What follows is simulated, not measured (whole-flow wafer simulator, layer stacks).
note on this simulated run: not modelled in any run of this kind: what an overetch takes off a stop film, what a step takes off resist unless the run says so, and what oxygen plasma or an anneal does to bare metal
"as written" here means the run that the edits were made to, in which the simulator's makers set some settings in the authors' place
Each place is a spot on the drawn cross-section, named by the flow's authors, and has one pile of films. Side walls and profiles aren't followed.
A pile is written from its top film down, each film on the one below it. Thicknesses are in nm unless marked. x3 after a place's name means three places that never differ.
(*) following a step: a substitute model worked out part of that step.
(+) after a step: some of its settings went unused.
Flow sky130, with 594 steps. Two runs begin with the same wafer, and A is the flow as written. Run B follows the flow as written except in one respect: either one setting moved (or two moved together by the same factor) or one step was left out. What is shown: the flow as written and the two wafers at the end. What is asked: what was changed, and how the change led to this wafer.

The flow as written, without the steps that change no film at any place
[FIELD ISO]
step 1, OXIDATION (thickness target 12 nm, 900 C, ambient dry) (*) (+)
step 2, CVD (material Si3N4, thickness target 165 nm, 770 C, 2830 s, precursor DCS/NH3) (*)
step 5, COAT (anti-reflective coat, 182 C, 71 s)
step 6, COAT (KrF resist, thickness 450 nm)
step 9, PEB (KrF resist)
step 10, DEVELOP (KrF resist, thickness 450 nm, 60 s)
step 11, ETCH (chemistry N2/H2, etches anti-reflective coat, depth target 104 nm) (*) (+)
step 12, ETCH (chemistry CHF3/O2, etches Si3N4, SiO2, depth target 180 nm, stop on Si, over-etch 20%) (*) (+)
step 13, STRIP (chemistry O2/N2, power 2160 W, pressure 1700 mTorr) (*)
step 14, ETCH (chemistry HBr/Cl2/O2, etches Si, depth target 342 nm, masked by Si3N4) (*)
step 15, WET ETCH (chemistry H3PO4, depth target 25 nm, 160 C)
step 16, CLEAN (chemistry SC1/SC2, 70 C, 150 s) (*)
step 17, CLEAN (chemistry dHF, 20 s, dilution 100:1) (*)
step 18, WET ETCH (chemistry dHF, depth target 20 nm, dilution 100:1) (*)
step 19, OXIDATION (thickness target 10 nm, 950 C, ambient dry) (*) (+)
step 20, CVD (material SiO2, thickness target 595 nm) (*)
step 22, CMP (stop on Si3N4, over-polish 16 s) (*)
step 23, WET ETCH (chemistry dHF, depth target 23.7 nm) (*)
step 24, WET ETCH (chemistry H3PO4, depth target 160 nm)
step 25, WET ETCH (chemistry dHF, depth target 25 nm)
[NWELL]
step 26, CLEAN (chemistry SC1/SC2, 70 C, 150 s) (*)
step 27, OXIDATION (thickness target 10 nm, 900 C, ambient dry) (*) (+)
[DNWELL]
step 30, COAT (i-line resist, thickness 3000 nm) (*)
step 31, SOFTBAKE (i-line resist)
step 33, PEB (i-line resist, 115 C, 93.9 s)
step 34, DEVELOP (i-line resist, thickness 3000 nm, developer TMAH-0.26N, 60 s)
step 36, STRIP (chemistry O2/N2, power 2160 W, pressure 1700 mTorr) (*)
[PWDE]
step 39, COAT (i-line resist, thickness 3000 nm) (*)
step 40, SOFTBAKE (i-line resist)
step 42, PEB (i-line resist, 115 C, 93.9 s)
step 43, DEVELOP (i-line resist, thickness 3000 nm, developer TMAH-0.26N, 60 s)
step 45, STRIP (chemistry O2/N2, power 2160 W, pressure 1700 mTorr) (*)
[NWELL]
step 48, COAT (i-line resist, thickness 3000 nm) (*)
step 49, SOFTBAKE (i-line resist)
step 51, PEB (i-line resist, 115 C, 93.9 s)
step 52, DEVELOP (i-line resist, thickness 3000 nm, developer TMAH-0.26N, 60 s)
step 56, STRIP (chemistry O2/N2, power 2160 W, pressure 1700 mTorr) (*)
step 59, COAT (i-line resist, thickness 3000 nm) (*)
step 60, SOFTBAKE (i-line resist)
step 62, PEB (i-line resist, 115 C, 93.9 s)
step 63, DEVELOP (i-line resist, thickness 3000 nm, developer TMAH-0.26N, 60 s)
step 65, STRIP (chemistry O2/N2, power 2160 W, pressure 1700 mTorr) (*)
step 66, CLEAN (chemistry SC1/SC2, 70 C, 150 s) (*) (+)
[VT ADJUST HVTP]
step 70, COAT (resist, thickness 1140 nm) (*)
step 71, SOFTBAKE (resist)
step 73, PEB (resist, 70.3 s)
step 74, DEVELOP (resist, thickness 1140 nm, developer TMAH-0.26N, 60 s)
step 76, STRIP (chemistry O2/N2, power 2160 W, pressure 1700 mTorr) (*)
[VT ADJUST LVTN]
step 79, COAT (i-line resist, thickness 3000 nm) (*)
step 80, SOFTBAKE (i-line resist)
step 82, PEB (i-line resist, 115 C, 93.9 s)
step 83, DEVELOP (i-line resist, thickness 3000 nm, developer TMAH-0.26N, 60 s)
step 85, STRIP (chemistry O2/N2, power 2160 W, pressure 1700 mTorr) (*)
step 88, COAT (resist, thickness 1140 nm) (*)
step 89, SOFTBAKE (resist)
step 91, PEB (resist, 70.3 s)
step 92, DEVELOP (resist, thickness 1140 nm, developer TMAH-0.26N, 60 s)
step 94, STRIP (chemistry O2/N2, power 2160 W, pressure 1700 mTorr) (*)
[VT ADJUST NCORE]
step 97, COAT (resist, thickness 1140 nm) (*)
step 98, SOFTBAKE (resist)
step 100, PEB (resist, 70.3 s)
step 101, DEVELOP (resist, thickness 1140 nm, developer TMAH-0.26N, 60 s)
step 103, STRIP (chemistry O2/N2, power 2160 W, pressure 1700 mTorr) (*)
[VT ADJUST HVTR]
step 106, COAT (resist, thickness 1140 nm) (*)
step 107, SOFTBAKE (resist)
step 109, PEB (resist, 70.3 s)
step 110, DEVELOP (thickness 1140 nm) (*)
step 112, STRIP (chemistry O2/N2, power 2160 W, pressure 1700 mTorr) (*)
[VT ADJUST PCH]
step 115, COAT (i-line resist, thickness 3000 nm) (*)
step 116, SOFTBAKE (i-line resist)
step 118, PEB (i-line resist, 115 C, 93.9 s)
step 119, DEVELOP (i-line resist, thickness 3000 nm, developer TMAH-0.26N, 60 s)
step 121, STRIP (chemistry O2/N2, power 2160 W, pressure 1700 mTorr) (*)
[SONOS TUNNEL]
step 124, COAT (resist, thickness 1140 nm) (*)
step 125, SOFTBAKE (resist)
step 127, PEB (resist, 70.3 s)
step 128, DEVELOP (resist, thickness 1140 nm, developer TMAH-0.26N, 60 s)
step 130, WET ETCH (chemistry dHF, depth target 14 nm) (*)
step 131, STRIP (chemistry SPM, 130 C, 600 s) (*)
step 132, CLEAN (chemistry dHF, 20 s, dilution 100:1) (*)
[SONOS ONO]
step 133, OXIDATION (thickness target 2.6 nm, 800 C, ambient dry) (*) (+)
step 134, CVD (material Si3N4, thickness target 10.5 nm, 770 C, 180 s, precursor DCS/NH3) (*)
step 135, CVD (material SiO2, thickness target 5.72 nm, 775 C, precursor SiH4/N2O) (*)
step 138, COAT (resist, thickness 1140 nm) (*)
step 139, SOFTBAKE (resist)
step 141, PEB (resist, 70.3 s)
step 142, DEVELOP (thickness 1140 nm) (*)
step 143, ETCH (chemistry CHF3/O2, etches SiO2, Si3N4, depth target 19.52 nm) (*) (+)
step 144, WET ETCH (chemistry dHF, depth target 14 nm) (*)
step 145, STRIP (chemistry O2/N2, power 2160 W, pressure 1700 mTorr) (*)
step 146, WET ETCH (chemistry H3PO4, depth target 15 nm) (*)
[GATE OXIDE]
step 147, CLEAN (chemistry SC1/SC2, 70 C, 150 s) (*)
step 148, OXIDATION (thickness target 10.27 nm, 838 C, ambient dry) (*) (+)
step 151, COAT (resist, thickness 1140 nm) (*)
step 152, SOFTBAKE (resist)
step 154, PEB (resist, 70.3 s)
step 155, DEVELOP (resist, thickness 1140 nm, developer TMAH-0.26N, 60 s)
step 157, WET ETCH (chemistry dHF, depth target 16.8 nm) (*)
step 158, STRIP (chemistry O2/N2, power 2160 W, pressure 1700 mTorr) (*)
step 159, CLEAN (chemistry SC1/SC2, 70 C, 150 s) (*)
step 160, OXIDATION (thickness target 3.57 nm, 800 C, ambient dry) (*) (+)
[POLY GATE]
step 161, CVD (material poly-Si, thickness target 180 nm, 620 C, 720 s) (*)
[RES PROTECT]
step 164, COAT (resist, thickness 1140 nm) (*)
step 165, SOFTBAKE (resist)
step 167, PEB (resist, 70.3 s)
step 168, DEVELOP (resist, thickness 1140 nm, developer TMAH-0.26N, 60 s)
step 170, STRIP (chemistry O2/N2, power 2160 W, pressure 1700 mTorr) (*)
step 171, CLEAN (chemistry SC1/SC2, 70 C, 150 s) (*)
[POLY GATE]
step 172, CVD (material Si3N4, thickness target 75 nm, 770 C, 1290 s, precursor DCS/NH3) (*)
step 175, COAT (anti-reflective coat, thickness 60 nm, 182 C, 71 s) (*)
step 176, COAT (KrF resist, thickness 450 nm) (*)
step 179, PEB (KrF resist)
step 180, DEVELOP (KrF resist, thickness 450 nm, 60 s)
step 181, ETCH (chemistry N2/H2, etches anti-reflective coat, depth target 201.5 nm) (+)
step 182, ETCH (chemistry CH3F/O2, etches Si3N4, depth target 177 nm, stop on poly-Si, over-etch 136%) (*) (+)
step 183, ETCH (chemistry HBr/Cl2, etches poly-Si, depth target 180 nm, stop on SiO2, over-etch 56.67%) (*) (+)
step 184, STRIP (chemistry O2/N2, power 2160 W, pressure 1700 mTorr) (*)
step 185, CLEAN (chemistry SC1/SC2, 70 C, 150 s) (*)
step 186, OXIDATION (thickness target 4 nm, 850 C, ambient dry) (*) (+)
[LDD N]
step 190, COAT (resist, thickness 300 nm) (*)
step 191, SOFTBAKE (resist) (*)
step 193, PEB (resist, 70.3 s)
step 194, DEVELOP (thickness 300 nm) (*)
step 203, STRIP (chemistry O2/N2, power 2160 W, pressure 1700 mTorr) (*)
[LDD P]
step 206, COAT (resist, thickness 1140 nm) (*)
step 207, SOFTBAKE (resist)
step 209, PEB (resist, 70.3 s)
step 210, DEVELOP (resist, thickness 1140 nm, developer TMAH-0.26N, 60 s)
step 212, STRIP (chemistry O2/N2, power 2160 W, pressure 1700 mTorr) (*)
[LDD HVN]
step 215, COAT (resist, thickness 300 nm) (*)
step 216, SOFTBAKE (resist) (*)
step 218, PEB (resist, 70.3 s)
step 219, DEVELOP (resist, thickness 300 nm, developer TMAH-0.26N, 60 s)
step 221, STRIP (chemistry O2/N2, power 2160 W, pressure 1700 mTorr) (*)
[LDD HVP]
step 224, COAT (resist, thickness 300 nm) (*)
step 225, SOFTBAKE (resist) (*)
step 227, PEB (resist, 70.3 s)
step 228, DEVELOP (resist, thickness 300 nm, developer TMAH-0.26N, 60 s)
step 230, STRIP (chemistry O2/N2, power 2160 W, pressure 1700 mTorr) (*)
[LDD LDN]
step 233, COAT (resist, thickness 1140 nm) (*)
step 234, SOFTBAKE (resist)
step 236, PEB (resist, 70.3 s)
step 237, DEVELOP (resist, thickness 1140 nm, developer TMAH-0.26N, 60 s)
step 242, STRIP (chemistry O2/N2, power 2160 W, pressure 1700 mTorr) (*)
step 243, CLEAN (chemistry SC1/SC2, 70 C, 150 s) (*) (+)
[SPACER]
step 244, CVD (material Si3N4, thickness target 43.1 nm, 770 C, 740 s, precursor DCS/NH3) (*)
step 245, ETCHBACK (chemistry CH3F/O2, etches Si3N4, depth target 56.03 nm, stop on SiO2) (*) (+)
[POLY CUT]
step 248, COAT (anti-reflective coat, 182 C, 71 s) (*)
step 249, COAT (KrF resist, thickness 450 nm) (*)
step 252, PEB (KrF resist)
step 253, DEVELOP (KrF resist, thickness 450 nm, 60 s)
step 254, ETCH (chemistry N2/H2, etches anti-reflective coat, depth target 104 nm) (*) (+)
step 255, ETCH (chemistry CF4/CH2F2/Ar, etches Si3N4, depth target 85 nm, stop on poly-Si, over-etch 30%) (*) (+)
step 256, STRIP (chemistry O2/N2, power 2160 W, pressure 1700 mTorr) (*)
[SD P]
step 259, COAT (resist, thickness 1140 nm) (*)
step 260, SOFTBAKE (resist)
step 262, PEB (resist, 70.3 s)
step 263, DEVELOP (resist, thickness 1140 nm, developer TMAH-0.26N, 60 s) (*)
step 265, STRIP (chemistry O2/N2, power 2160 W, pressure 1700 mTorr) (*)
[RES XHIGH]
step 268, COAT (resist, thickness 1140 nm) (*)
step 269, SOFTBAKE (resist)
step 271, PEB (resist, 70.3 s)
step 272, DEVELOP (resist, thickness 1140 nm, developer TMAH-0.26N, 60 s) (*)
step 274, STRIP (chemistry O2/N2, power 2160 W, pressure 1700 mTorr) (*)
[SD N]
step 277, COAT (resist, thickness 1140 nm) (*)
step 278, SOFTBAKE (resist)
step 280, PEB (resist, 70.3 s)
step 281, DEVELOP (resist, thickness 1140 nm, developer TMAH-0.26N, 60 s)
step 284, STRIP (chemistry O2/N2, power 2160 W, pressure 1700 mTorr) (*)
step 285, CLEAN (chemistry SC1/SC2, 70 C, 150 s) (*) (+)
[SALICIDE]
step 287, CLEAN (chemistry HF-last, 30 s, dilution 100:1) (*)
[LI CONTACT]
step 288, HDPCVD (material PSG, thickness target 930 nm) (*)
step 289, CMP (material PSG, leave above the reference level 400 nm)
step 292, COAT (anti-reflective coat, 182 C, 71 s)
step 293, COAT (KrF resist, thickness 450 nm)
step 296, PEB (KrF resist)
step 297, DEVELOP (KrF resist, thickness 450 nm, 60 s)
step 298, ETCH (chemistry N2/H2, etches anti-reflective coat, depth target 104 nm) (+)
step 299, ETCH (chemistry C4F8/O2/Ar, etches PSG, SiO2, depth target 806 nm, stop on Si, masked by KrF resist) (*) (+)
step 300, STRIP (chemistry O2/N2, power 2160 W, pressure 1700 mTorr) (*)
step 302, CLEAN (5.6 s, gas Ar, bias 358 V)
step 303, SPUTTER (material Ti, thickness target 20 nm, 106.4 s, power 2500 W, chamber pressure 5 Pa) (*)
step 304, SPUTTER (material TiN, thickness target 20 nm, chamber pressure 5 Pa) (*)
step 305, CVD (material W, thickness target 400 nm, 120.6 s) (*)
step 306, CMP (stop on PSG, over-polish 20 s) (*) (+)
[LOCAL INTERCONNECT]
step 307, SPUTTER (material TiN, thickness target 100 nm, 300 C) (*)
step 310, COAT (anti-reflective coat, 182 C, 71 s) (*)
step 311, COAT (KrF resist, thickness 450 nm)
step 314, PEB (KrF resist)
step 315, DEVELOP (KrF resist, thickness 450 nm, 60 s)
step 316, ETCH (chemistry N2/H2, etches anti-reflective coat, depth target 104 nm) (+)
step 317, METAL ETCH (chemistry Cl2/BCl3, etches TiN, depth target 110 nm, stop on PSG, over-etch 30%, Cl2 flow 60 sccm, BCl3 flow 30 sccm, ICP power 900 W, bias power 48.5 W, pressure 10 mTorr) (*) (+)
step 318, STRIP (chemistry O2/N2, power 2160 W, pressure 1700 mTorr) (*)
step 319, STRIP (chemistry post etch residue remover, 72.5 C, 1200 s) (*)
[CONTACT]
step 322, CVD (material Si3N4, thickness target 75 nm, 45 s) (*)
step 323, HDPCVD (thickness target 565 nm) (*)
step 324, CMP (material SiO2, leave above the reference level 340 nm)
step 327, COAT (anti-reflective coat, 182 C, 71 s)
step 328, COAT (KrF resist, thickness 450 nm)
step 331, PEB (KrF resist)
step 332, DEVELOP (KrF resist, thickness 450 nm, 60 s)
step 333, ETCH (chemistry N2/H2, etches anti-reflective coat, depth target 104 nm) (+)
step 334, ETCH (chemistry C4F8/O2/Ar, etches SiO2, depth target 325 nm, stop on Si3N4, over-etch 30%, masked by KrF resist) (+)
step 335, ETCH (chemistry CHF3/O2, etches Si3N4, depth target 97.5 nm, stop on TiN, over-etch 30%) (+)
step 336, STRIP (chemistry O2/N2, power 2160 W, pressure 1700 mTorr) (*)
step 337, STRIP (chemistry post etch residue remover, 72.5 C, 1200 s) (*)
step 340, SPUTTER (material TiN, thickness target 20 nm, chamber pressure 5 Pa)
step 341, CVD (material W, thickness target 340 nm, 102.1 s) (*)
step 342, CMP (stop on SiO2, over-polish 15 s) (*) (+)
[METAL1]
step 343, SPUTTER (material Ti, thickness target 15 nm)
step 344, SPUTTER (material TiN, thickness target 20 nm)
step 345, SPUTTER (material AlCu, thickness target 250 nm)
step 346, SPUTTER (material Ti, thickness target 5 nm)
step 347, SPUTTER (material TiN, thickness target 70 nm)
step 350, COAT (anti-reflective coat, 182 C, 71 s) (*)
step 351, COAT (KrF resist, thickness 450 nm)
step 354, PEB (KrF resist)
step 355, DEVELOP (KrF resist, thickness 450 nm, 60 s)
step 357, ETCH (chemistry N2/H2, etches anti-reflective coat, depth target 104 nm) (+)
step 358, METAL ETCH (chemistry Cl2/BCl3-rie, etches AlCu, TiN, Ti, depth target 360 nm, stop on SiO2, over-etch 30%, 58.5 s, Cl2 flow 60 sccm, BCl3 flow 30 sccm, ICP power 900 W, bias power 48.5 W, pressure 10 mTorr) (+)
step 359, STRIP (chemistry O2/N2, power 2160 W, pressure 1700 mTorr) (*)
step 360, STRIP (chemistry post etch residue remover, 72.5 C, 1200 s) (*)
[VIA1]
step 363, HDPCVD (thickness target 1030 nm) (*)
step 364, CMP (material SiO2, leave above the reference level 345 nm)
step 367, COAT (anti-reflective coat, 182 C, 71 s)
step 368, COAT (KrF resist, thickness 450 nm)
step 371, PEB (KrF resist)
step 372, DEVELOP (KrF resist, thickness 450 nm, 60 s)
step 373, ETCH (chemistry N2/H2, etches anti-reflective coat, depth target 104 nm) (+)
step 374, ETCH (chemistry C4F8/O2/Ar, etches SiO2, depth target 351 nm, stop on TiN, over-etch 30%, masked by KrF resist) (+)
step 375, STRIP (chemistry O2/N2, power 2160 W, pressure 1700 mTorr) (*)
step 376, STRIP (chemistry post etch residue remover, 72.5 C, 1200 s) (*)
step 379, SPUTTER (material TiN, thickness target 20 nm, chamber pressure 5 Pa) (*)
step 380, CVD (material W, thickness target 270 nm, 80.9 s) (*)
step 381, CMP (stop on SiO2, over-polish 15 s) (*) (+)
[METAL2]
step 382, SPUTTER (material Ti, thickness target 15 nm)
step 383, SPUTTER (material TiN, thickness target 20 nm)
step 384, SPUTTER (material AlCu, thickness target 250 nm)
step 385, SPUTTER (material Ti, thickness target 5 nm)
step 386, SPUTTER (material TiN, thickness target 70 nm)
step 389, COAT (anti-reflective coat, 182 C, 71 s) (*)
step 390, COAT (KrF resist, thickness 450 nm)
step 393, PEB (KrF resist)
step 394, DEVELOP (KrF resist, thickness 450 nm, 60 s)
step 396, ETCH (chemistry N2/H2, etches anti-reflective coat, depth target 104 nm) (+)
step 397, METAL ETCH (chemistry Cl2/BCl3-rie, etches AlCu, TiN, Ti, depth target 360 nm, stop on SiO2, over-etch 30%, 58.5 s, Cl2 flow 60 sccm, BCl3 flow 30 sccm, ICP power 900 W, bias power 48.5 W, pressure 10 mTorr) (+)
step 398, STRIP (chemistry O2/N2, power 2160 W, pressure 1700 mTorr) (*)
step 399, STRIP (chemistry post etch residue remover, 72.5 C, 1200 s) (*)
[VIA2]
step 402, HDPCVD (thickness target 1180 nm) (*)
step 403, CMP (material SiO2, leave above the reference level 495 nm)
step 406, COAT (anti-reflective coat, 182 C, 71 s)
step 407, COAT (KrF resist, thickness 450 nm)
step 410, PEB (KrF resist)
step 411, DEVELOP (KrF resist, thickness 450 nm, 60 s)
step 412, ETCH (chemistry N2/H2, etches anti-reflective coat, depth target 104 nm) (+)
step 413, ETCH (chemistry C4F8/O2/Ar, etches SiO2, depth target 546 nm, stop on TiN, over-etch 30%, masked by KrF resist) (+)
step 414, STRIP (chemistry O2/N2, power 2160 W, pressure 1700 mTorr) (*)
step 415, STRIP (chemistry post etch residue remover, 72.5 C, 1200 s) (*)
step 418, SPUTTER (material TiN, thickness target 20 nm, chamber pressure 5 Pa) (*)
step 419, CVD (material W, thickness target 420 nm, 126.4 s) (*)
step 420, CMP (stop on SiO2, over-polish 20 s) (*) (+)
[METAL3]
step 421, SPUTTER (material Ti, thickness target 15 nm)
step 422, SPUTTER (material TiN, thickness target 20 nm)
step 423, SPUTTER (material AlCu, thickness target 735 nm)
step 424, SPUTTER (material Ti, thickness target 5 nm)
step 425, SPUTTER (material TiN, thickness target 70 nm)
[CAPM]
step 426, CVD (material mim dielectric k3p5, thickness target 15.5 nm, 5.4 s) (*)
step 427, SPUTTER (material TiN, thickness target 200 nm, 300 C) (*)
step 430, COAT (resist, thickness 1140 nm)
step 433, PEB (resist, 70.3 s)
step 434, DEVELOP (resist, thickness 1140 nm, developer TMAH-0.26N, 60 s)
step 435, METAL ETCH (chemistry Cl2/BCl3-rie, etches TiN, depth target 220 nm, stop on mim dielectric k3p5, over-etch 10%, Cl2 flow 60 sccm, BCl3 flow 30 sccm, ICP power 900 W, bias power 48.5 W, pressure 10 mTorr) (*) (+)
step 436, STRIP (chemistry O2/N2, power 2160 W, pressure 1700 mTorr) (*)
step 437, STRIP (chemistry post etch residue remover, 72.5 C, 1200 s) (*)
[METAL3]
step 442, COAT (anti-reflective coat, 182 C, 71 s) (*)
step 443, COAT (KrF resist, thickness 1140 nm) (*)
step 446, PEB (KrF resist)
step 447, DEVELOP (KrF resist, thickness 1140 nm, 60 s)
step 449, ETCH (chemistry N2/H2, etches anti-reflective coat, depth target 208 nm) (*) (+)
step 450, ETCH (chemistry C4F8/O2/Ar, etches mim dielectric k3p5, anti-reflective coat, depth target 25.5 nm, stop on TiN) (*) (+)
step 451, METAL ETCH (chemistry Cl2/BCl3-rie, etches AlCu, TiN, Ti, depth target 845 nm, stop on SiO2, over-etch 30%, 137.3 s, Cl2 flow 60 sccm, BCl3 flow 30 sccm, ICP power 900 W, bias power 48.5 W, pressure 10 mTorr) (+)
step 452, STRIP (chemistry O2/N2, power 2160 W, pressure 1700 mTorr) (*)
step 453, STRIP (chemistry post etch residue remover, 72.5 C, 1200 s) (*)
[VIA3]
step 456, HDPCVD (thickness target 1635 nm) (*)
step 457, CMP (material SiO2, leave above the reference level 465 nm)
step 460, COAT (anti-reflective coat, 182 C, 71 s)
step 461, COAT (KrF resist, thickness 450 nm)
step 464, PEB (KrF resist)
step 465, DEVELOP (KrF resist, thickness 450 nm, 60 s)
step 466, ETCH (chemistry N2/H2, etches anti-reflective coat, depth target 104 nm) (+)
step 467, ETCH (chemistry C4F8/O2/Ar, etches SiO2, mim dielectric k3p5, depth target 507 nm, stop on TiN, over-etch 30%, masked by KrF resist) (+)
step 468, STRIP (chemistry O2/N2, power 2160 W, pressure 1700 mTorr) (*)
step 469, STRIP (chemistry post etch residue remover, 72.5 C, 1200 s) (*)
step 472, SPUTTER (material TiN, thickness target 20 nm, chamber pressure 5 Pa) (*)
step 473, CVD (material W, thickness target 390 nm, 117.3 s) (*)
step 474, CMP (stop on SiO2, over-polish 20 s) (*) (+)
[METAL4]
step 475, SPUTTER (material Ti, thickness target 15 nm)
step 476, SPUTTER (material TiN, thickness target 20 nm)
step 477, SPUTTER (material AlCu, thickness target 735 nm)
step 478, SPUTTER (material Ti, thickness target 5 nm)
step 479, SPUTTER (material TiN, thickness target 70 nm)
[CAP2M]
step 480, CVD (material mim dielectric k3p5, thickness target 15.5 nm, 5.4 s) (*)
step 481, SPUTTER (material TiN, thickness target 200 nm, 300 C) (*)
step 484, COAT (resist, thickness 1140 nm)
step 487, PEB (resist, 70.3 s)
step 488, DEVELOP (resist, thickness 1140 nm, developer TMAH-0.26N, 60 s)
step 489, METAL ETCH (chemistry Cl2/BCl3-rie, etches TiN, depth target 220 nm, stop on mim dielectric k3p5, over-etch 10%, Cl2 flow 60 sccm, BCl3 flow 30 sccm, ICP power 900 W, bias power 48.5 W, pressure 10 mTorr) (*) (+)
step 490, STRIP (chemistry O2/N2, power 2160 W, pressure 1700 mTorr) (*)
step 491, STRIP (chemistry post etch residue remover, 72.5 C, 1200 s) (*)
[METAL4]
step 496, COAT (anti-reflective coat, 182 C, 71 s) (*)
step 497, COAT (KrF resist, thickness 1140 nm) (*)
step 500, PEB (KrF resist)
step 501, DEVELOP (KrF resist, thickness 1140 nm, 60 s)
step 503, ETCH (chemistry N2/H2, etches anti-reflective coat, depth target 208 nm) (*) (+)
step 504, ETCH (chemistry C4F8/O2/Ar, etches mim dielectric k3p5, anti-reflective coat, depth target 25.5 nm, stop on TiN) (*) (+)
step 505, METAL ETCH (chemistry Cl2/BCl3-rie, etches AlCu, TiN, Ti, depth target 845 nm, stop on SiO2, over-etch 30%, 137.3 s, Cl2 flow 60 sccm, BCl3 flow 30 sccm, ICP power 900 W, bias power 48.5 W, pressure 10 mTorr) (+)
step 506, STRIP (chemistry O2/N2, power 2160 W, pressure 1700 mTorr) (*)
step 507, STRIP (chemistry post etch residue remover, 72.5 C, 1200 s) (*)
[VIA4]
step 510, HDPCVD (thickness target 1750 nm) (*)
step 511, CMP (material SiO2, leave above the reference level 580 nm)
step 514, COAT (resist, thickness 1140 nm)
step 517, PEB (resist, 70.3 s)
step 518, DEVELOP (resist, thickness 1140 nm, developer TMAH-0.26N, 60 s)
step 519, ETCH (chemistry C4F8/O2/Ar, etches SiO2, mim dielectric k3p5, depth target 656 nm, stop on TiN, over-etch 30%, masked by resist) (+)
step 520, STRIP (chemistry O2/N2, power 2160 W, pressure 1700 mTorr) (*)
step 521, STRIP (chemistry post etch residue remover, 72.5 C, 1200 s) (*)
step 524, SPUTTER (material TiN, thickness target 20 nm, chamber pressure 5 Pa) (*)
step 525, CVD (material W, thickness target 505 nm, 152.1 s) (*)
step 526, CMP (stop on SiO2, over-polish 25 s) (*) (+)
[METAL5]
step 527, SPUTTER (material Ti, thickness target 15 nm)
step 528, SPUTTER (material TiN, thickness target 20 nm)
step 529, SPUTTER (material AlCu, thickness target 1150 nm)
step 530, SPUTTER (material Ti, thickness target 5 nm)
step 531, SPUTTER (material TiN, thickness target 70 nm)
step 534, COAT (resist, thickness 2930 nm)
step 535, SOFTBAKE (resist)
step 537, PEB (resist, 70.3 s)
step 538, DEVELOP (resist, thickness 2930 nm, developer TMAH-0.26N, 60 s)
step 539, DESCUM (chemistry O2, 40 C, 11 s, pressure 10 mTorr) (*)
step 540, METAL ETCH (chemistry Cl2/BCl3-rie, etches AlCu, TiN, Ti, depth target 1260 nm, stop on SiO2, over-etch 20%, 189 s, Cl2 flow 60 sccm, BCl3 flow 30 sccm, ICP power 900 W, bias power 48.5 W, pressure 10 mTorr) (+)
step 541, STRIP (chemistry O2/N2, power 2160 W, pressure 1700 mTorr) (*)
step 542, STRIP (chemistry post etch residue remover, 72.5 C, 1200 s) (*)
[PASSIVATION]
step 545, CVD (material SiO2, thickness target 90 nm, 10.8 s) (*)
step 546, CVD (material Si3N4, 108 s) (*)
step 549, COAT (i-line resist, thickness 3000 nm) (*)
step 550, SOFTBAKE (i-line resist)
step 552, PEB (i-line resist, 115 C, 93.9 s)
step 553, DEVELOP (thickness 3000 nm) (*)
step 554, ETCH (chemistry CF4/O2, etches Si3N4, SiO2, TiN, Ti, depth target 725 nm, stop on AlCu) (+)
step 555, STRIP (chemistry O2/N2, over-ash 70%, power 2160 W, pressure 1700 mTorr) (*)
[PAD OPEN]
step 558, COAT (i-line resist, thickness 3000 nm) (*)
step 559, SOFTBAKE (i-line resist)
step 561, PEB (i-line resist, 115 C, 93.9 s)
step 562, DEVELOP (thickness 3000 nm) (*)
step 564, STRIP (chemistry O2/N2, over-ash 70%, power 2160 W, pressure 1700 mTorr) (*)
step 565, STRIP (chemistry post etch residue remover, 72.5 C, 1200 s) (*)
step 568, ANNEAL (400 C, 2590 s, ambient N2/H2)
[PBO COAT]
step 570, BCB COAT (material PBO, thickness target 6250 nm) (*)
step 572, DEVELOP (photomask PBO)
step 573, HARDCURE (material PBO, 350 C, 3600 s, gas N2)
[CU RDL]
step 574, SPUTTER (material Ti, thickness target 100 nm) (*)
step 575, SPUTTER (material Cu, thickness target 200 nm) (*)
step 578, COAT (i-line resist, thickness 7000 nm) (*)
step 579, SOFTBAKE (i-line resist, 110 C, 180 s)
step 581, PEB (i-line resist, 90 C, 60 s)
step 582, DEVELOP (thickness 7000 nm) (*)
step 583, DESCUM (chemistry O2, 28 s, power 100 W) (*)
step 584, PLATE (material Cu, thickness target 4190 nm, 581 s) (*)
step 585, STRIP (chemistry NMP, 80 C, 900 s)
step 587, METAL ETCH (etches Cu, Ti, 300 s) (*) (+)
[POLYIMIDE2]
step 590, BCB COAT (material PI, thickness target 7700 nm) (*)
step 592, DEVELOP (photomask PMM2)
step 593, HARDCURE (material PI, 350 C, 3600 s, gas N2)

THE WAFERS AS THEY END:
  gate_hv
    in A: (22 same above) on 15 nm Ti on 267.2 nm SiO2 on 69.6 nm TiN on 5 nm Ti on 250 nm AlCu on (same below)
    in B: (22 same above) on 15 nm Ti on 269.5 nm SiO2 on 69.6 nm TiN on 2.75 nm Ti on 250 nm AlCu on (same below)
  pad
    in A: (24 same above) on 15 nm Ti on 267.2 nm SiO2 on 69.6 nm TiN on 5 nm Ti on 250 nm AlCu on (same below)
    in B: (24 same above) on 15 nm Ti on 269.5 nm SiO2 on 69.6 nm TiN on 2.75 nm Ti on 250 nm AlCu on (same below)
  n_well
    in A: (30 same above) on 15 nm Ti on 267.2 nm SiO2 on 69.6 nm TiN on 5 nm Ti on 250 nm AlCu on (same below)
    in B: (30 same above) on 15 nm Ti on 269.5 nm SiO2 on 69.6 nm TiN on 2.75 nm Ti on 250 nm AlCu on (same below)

The reason: step 346, SPUTTER: thickness target 2.75 nm was run, whereas the flow has thickness target 5 nm.
The wafer itself shows it: gate_hv has Ti 2.75, and step 346 as written asks for 5 nm.

Step by step, how the change led to this:
  step 346, SPUTTER (material Ti, thickness target 5 nm)
      field, active, n_well and 188 more: A +5 Ti (new film) | B +2.75 Ti (new film)
  step 358, METAL ETCH (chemistry Cl2/BCl3-rie, etches AlCu, TiN, Ti, depth target 360 nm, stop on SiO2, over-etch 30%, 58.5 s, Cl2 flow 60 sccm, BCl3 flow 30 sccm, ICP power 900 W, bias power 48.5 W, pressure 10 mTorr) (+)
      field, active, gate and 81 more: A -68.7 TiN (all of it), -5 Ti (all of it), -250 AlCu (all of it), -20 TiN (all of it), -15 Ti (all of it), -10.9 SiO2 | B -68.7 TiN (all of it), -2.75 Ti (all of it), -250 AlCu (all of it), -20 TiN (all of it), -15 Ti (all of it), -11.2 SiO2
